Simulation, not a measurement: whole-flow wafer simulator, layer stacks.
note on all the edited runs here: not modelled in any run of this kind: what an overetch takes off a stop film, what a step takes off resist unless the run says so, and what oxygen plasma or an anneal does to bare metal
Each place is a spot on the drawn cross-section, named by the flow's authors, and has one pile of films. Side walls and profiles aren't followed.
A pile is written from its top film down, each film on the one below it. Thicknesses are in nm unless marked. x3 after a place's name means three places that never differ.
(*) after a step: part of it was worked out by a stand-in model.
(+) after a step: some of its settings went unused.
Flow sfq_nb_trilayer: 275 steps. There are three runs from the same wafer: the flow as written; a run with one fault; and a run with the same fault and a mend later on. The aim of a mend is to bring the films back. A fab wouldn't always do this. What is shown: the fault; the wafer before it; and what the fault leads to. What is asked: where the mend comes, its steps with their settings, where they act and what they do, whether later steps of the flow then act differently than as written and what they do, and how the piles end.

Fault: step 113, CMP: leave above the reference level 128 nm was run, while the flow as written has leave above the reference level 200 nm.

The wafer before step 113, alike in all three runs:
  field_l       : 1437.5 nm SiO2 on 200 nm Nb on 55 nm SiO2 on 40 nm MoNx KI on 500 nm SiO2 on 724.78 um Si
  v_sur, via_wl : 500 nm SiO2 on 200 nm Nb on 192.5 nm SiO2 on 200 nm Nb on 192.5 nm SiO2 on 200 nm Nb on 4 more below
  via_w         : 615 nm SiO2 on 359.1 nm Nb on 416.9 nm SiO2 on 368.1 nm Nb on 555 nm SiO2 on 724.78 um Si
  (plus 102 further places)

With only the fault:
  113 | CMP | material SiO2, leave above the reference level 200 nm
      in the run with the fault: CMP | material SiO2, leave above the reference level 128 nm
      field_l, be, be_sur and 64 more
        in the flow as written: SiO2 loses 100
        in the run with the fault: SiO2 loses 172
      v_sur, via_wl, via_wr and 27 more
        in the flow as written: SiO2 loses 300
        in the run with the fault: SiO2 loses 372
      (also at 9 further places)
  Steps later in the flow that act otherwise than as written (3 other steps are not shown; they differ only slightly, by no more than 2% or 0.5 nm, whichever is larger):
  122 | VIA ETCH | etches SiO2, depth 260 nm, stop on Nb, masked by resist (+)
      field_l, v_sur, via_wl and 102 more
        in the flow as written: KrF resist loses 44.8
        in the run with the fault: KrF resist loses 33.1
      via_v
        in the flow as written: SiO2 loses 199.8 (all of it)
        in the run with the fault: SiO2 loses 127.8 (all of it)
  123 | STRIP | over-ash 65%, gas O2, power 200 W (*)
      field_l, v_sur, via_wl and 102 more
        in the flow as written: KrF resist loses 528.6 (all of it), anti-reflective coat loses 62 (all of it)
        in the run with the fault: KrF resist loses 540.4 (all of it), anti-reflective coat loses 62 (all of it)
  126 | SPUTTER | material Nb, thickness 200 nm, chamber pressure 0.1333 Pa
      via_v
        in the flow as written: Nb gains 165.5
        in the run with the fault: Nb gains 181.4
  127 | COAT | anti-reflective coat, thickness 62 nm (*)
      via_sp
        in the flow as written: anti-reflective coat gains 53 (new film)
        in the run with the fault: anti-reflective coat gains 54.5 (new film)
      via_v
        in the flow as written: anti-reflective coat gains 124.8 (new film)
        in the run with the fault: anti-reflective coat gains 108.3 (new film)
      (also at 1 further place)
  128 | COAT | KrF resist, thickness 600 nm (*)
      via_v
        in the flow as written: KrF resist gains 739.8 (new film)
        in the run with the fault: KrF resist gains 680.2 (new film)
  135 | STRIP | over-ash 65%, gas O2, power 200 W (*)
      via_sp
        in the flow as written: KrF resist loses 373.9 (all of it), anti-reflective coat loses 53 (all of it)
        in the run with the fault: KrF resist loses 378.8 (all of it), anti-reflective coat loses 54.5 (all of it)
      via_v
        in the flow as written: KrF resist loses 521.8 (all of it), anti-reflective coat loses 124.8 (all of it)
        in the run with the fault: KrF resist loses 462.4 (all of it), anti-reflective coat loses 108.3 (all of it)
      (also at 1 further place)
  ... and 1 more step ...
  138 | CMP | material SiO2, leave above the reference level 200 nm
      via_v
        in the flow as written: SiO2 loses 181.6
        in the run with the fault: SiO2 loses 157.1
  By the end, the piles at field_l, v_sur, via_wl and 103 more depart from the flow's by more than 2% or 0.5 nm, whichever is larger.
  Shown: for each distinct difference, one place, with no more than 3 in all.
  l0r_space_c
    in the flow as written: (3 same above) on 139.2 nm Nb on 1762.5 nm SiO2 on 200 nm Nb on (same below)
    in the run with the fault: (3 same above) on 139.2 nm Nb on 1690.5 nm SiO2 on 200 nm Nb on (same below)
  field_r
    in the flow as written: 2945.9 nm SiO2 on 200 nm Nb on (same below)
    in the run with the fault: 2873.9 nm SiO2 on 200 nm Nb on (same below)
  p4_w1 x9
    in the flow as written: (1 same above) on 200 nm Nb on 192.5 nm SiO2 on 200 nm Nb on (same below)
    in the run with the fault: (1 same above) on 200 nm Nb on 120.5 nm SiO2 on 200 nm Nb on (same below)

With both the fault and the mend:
  After step 120 comes the mend.
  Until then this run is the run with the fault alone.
  120a | STRIP | over-ash 65%, gas O2, power 200 W (*)
      field_l, v_sur, via_wl and 102 more
        KrF resist loses 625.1 (all of it), anti-reflective coat loses 62 (all of it)
      via_v
        anti-reflective coat loses 62 (all of it)
  120b | PECVD | material SiO2, thickness 72 nm, 150 C, 16 s, RF power 183.3 W, pressure 2.4 Torr, precursor SiH4/N2O (the flow's step 112, run once more with other settings)
      field_l, v_sur, via_wl and 103 more
        SiO2 gains 72
  120c | COAT | anti-reflective coat, thickness 62 nm (the flow's step 115, run once more)
      field_l, v_sur, via_wl and 103 more
        anti-reflective coat gains 62 (new film)
  120d | COAT | KrF resist, thickness 650 nm (the flow's step 116, run once more)
      field_l, v_sur, via_wl and 103 more
        KrF resist gains 650 (new film)
  120e | SOFTBAKE | KrF resist (the flow's step 117, run once more)
      alters no film at any place that is followed
  120f | EXPOSE | photomask I3, dose 11.91 mJ/cm2, NA 0.6, wavelength 248 nm (*) (the flow's step 118, run once more)
      alters no film at any place that is followed
  120g | PEB | KrF resist, 90 s (the flow's step 119, run once more)
      field_l, v_sur, via_wl and 103 more
        KrF resist loses 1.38
  120h | DEVELOP | KrF resist, thickness 650 nm, 60 s (the flow's step 120, run once more)
      field_l, v_sur, via_wl and 102 more
        KrF resist loses 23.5
      via_v
        KrF resist loses 648.6 (all of it)
  Every later step of the flow that is run acts as written at every place that is followed.
  At every place that both follow, the piles at the end match the flow's.
